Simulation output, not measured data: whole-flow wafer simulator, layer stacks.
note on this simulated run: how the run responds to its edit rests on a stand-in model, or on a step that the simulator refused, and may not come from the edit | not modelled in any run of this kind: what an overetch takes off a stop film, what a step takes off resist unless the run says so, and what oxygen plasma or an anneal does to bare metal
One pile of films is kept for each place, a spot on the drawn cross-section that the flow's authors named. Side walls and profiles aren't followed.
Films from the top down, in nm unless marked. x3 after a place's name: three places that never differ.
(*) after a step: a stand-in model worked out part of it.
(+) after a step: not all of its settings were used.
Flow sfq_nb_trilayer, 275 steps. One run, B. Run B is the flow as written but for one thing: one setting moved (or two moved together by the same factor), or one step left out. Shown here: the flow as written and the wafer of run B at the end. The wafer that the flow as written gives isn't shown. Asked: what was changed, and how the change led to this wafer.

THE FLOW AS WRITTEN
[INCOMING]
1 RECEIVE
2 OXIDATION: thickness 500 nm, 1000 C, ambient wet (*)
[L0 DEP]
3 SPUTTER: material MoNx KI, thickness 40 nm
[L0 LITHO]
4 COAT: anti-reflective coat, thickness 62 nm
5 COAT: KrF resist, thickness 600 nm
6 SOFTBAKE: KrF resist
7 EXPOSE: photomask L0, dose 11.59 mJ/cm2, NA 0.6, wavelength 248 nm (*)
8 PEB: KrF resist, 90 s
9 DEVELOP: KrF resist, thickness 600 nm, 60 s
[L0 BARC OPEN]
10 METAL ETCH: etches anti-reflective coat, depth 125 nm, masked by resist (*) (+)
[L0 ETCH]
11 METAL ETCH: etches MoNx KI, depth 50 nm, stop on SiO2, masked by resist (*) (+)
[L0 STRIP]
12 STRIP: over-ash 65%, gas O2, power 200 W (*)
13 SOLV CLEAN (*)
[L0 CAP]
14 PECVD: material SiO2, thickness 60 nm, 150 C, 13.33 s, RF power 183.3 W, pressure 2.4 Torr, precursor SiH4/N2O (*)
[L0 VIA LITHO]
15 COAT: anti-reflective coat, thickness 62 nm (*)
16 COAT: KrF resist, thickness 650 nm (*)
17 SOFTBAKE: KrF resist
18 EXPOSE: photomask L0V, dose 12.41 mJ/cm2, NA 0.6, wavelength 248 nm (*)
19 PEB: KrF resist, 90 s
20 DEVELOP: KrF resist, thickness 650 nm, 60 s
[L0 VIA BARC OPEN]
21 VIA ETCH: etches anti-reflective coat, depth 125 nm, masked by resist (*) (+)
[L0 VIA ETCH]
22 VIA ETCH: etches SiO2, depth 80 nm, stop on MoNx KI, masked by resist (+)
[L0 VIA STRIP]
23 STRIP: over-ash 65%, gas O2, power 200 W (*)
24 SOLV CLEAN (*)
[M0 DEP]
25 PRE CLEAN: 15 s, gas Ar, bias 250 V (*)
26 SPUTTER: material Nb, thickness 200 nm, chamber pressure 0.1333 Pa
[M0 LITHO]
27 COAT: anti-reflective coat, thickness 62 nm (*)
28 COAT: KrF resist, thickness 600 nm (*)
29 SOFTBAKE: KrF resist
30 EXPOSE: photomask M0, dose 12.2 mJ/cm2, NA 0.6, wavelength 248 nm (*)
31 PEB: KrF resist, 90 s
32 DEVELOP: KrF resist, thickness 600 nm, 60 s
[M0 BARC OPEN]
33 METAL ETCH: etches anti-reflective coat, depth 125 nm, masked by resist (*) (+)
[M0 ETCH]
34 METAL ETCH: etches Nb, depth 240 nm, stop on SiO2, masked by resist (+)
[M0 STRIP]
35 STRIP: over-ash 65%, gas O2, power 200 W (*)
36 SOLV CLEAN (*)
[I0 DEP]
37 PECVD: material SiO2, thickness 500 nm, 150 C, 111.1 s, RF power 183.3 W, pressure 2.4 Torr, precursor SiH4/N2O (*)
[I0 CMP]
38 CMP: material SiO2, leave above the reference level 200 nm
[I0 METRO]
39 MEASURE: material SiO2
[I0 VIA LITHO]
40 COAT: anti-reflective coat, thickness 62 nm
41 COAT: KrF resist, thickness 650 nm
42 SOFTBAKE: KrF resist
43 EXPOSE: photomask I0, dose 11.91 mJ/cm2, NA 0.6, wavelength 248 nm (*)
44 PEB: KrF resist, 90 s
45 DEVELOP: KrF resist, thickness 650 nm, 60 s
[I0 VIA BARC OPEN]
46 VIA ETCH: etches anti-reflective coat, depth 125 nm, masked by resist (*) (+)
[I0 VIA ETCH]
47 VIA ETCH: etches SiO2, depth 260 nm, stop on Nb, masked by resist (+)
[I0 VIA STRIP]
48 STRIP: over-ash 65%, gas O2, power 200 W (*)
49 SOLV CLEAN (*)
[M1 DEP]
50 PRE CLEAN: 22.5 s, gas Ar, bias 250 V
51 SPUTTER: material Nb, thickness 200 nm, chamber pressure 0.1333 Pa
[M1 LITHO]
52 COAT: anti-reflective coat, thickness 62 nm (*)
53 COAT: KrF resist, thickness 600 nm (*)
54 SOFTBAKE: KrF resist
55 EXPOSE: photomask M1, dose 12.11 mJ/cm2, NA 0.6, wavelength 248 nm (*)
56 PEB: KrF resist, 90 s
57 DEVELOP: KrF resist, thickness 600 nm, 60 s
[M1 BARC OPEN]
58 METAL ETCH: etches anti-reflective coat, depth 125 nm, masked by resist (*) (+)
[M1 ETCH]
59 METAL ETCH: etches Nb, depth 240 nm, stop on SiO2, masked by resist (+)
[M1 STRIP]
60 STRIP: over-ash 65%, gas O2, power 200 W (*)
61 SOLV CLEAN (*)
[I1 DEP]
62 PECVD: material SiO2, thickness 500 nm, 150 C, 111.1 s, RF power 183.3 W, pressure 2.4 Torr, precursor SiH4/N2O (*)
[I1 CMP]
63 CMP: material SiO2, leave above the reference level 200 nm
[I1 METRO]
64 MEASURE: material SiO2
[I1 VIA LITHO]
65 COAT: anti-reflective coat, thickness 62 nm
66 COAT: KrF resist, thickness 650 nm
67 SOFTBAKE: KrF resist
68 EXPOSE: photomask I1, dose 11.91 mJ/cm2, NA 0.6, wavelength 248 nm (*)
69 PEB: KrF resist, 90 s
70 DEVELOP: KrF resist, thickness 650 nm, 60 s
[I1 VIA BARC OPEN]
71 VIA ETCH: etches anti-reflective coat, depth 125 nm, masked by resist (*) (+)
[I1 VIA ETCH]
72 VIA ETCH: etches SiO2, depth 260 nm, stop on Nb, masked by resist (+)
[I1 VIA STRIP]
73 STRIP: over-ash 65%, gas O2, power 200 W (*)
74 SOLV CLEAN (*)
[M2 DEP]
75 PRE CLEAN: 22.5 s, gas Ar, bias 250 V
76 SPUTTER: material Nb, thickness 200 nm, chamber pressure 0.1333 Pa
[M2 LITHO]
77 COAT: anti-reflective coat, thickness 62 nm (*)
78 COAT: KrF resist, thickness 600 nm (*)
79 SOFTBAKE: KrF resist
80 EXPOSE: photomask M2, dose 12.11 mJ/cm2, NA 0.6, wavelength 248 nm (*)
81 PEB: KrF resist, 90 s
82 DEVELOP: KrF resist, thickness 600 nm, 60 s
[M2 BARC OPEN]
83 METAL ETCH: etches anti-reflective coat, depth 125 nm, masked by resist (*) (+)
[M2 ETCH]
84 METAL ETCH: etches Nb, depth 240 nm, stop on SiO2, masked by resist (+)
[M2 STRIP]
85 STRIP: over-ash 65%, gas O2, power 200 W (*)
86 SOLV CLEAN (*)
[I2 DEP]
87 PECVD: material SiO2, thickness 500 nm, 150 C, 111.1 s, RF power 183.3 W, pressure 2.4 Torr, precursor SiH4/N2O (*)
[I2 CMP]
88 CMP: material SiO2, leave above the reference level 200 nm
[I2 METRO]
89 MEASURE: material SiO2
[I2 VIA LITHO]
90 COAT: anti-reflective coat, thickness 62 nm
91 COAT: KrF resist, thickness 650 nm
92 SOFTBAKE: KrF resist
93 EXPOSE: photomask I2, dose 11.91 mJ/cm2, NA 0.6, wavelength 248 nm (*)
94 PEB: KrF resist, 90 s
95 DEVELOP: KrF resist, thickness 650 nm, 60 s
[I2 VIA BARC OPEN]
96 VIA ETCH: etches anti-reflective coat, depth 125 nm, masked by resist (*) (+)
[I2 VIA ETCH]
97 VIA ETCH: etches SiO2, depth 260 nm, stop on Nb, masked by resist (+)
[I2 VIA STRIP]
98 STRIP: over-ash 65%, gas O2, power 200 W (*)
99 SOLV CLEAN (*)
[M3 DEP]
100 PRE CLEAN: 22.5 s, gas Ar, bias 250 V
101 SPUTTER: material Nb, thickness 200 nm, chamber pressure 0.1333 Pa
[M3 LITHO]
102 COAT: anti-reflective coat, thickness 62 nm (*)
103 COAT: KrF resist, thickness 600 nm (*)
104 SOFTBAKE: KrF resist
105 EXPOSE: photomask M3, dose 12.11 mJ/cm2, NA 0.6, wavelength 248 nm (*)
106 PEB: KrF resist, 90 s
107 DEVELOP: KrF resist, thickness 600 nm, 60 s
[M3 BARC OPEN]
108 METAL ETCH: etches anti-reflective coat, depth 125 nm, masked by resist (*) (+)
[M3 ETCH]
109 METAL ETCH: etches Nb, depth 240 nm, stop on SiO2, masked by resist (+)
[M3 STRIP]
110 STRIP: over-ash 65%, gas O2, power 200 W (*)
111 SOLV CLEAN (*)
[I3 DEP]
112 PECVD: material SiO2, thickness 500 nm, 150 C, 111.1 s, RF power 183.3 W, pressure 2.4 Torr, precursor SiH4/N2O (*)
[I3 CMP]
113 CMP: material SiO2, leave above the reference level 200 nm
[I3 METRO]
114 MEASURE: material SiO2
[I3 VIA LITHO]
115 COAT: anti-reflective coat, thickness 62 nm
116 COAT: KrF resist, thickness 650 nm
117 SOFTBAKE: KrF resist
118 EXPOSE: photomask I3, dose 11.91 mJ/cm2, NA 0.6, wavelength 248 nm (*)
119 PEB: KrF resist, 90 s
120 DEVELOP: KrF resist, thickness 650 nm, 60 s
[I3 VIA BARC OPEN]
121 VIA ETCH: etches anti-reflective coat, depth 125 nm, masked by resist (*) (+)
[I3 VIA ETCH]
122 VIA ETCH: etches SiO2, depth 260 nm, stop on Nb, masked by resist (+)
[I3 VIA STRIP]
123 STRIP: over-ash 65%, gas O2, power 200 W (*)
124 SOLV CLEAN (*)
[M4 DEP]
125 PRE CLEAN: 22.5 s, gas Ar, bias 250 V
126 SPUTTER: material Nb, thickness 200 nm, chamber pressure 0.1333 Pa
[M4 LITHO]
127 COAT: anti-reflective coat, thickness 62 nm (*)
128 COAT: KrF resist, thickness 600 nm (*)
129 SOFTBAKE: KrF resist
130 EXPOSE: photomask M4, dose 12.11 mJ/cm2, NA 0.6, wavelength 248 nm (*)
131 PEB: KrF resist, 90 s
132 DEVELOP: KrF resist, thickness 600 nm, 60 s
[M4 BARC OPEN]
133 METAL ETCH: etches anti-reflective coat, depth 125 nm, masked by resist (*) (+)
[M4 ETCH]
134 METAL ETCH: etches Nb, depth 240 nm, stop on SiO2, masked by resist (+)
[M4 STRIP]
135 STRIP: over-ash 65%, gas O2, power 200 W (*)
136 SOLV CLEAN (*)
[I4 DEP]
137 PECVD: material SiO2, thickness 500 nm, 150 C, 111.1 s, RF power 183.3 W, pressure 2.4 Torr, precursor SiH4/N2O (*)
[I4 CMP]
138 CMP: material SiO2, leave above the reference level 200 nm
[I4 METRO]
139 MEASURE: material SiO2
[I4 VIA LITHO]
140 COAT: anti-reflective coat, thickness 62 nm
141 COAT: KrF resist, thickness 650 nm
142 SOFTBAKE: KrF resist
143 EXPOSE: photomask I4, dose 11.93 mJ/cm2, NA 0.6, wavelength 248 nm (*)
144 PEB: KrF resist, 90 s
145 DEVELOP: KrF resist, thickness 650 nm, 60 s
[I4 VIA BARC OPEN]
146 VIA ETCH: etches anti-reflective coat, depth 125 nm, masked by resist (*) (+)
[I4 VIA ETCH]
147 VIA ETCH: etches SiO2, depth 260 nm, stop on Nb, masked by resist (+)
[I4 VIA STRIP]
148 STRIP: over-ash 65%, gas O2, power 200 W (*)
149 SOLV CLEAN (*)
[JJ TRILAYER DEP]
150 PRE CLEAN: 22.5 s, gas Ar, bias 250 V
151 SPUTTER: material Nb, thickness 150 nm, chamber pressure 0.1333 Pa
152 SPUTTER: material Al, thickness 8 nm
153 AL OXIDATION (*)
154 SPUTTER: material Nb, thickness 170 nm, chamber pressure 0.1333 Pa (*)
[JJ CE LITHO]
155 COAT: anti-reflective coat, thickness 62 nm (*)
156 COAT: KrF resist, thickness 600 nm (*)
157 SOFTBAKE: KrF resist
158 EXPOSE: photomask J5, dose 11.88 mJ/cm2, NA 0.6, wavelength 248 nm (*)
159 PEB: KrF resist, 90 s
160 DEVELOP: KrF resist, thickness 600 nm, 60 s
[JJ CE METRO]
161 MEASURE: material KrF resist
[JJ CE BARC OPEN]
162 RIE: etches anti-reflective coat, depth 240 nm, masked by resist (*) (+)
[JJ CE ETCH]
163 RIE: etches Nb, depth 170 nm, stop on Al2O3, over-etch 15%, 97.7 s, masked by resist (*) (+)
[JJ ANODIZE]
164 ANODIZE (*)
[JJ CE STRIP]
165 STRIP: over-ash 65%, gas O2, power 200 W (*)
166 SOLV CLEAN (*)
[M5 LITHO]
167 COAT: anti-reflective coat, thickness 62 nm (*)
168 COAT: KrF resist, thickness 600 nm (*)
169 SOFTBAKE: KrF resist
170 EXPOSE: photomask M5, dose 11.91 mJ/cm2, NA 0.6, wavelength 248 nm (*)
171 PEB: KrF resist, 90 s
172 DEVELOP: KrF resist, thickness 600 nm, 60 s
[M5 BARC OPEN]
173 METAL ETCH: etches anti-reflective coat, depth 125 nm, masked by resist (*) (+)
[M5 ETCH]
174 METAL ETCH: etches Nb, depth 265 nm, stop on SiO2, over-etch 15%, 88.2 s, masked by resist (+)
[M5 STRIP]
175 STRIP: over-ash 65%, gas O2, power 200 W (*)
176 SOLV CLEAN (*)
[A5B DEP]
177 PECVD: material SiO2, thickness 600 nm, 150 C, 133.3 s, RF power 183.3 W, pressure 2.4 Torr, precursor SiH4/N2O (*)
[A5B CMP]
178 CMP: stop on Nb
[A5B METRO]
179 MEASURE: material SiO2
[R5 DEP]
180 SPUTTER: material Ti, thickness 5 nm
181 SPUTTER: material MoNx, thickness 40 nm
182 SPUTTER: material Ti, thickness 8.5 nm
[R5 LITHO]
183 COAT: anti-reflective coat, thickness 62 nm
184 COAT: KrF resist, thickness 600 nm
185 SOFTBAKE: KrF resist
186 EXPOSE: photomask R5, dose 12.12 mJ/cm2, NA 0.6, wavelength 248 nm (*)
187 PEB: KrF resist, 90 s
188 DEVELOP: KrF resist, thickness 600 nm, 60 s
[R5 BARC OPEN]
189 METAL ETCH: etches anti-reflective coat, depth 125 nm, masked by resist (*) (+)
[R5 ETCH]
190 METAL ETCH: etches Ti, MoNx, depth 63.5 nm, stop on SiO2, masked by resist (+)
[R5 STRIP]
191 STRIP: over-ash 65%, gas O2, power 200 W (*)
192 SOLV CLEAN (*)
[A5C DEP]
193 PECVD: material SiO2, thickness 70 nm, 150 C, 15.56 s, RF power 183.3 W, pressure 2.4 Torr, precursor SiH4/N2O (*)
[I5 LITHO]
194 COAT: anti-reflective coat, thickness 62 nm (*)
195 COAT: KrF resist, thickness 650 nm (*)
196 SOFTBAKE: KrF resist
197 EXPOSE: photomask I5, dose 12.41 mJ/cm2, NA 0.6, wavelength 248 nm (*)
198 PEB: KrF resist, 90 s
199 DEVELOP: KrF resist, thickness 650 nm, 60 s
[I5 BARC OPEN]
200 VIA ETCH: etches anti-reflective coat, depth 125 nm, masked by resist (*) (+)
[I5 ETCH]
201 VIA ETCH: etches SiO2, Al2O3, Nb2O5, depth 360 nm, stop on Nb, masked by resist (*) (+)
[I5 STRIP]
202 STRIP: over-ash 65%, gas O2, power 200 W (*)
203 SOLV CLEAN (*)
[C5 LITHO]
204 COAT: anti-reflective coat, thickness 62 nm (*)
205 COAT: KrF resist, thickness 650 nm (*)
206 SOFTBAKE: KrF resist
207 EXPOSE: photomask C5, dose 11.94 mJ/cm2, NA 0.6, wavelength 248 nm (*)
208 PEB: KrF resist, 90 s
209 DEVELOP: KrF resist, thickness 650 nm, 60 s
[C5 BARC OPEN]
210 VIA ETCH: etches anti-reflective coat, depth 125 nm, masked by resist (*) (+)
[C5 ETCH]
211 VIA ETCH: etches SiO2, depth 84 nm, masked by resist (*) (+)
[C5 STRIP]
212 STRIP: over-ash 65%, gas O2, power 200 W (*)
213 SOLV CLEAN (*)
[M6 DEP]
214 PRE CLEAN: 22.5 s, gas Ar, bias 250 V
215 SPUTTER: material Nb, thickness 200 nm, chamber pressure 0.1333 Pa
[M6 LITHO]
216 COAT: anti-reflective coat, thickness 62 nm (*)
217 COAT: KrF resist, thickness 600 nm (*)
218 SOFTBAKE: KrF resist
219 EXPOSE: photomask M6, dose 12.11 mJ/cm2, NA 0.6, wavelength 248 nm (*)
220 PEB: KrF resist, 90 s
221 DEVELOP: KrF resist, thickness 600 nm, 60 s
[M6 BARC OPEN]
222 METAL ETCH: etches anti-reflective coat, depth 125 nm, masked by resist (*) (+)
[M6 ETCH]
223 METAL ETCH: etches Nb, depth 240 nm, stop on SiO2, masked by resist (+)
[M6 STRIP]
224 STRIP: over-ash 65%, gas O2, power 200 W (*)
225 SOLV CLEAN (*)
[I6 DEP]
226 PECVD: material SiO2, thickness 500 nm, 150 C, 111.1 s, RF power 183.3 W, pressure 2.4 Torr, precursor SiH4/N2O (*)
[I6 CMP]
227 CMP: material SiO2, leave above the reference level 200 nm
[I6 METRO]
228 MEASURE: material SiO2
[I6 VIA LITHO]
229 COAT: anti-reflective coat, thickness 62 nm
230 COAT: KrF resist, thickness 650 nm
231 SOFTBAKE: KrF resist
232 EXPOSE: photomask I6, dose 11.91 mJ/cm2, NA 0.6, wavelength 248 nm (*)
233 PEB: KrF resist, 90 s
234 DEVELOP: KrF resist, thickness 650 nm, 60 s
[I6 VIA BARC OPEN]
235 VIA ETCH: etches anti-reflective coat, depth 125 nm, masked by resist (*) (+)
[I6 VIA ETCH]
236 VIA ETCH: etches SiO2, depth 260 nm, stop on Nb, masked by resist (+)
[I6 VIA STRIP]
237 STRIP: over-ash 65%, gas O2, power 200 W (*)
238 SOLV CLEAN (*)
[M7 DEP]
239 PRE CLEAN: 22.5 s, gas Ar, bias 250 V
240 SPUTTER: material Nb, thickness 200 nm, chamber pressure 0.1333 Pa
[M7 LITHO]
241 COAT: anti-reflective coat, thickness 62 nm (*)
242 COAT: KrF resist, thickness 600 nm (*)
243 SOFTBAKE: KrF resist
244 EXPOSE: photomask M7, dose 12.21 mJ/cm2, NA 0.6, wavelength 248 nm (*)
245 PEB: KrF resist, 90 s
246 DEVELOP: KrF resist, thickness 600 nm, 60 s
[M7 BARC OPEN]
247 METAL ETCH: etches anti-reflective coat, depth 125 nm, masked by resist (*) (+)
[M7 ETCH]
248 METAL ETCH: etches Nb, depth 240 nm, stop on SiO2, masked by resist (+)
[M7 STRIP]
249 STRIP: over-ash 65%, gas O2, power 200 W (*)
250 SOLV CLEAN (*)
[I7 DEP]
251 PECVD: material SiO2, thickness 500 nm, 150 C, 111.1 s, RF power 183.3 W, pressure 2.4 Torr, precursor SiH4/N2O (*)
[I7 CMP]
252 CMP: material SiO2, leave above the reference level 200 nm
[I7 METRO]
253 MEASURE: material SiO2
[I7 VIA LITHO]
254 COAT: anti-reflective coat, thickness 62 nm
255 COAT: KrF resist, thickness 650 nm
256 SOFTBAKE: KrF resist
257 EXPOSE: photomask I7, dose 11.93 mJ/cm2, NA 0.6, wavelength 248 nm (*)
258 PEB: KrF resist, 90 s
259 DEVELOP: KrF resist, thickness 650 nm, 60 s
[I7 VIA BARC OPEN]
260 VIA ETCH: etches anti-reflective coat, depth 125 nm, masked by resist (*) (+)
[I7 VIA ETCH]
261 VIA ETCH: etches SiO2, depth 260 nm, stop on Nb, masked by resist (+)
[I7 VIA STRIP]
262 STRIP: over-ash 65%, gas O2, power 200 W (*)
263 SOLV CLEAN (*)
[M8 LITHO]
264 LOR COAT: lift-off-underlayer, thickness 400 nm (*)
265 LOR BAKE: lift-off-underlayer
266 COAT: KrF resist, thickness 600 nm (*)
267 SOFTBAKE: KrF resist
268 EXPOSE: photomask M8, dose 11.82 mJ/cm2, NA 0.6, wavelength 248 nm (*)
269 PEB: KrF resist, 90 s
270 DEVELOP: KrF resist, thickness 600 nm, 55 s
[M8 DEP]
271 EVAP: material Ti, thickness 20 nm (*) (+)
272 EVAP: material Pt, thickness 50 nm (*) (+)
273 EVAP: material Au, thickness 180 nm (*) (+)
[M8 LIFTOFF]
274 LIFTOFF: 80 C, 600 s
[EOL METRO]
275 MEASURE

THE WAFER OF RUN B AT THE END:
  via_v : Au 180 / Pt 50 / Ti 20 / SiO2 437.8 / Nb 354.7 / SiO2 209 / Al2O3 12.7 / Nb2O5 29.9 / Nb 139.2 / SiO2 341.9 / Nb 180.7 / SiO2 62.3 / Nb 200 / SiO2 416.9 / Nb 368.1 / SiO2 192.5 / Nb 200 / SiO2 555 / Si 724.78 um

The cause: step 122, VIA ETCH: depth 130 nm was run, where the flow has depth 260 nm.

How the change led to this, step by step:
  122 VIA ETCH: etches SiO2, depth 260 nm, stop on Nb, masked by resist (+)
      via_v: SiO2 -130 (as written it would be: SiO2 -199.8 (all of it))
      field_l, v_sur, via_wl and 102 more: KrF resist -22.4 (as written it would be: KrF resist -44.8)
  123 STRIP: over-ash 65%, gas O2, power 200 W (*)
      field_l, v_sur, via_wl and 102 more: KrF resist -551 (all of it), anti-reflective coat -62 (all of it) (as written it would be: KrF resist -528.6 (all of it), anti-reflective coat -62 (all of it))
  125 PRE CLEAN: 22.5 s, gas Ar, bias 250 V
      via_v: SiO2 -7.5 (as written it would be: Nb -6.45)
  126 SPUTTER: material Nb, thickness 200 nm, chamber pressure 0.1333 Pa
      via_v: Nb +180.7 (new film) (as written it would be: Nb +165.5)
  127 COAT: anti-reflective coat, thickness 62 nm (*)
      via_sp: anti-reflective coat +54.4 (new film) (as written it would be: anti-reflective coat +53 (new film))
      via_v: anti-reflective coat +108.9 (new film) (as written it would be: anti-reflective coat +124.8 (new film))
      (and at 1 more place)
  128 COAT: KrF resist, thickness 600 nm (*)
      via_v: KrF resist +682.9 (new film) (as written it would be: KrF resist +739.8 (new film))
  135 STRIP: over-ash 65%, gas O2, power 200 W (*)
      via_sp: KrF resist -378.6 (all of it), anti-reflective coat -54.4 (all of it) (as written it would be: KrF resist -373.9 (all of it), anti-reflective coat -53 (all of it))
      via_v: KrF resist -465.1 (all of it), anti-reflective coat -108.9 (all of it) (as written it would be: KrF resist -521.8 (all of it), anti-reflective coat -124.8 (all of it))
      (and at 1 more place)
  137 PECVD: material SiO2, thickness 500 nm, 150 C, 111.1 s, RF power 183.3 W, pressure 2.4 Torr, precursor SiH4/N2O (*)
      via_v: SiO2 +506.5 (new film) (as written it would be: SiO2 +615 (new film))
  138 CMP: material SiO2, leave above the reference level 200 nm
      via_v: SiO2 -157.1 (as written it would be: SiO2 -181.6)
Counting metal films that touch as one body, via_v has 7 bodies (between them, from the top down: SiO2 437.8; SiO2 209 / Al2O3 12.7 / Nb2O5 29.9; SiO2 341.9; SiO2 62.3; SiO2 416.9; SiO2 192.5); the flow as written gives 6 bodies (between them, from the top down: SiO2 437.8; SiO2 209 / Al2O3 12.7 / Nb2O5 29.9; SiO2 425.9; SiO2 416.9; SiO2 192.5).
